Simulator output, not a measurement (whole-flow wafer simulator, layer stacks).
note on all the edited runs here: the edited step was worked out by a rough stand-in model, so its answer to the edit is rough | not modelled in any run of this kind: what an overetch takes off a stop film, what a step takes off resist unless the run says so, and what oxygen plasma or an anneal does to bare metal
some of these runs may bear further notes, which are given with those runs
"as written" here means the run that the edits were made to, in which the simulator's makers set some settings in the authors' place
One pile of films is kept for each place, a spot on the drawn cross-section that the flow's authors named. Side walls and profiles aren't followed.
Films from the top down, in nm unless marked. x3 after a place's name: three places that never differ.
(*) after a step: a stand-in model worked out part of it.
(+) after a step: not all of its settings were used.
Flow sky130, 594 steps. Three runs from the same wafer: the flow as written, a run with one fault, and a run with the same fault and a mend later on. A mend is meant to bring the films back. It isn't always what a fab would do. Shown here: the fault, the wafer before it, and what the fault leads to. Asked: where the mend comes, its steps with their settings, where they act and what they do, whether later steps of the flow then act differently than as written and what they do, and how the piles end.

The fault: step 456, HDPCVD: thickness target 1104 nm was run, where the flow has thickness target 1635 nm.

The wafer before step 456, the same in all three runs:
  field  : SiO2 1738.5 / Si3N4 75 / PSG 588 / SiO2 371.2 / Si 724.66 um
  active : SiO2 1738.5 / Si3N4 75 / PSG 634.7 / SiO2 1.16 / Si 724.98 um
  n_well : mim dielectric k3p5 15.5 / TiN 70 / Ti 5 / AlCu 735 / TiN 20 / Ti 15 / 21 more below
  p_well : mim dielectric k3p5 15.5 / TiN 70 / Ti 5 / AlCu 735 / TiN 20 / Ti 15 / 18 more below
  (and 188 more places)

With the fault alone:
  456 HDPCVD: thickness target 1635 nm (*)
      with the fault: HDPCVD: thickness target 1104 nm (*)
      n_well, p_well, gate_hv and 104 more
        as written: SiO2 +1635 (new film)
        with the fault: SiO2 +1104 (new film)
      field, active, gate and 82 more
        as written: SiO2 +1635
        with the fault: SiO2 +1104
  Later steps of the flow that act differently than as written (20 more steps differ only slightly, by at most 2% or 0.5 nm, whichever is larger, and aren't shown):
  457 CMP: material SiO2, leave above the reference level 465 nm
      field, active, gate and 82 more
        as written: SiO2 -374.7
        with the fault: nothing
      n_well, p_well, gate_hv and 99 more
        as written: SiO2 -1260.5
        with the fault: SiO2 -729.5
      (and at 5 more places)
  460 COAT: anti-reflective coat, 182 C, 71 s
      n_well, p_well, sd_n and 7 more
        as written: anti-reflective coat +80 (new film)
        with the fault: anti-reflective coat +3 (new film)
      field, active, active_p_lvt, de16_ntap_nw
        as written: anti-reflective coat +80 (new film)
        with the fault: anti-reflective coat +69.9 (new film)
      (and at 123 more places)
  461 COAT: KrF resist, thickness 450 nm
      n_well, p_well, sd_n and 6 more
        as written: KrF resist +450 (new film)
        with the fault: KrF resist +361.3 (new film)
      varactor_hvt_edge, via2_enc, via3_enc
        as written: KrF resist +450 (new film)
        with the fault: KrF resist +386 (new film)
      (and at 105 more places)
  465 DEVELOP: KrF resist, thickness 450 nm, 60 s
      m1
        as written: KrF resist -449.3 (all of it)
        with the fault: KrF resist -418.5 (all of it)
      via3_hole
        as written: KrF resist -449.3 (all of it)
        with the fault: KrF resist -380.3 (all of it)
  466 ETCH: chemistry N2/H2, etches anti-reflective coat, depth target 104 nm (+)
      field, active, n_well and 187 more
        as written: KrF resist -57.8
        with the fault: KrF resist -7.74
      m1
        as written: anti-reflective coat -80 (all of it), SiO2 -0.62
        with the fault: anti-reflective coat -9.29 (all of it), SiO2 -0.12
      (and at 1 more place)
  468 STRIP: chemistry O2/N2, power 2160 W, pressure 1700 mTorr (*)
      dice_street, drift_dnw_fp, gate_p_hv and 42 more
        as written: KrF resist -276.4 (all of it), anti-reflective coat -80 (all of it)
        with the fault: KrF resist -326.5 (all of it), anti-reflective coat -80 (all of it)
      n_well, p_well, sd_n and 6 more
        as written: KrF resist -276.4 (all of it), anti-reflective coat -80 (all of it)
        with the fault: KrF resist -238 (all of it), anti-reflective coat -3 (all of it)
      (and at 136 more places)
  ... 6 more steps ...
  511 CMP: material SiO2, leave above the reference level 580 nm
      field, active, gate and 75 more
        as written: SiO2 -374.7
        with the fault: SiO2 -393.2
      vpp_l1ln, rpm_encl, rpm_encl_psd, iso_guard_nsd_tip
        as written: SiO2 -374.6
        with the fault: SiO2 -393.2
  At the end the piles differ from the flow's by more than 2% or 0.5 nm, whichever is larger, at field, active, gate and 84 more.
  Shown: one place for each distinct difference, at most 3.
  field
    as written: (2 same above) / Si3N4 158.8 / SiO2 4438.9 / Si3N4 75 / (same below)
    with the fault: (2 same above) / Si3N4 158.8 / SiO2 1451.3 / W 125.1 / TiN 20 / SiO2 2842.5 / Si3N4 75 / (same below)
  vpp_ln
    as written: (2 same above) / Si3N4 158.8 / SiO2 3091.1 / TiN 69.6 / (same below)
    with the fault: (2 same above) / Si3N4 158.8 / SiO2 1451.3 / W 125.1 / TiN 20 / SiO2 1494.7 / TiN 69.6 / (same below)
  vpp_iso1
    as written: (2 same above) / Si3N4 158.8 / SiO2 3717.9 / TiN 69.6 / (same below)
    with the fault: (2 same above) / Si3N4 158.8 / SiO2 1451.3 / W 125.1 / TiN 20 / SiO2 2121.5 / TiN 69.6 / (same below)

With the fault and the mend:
  The mend comes after step 456.
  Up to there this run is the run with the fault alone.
  456a HDPCVD: thickness target 531 nm (*) (the flow's step 456 once more, with other settings)
      field, active, n_well and 189 more
        SiO2 +531
  No later step of the flow acts differently than as written at any place that is followed.
  At the end the piles are the same as the flow's at every place that both follow.
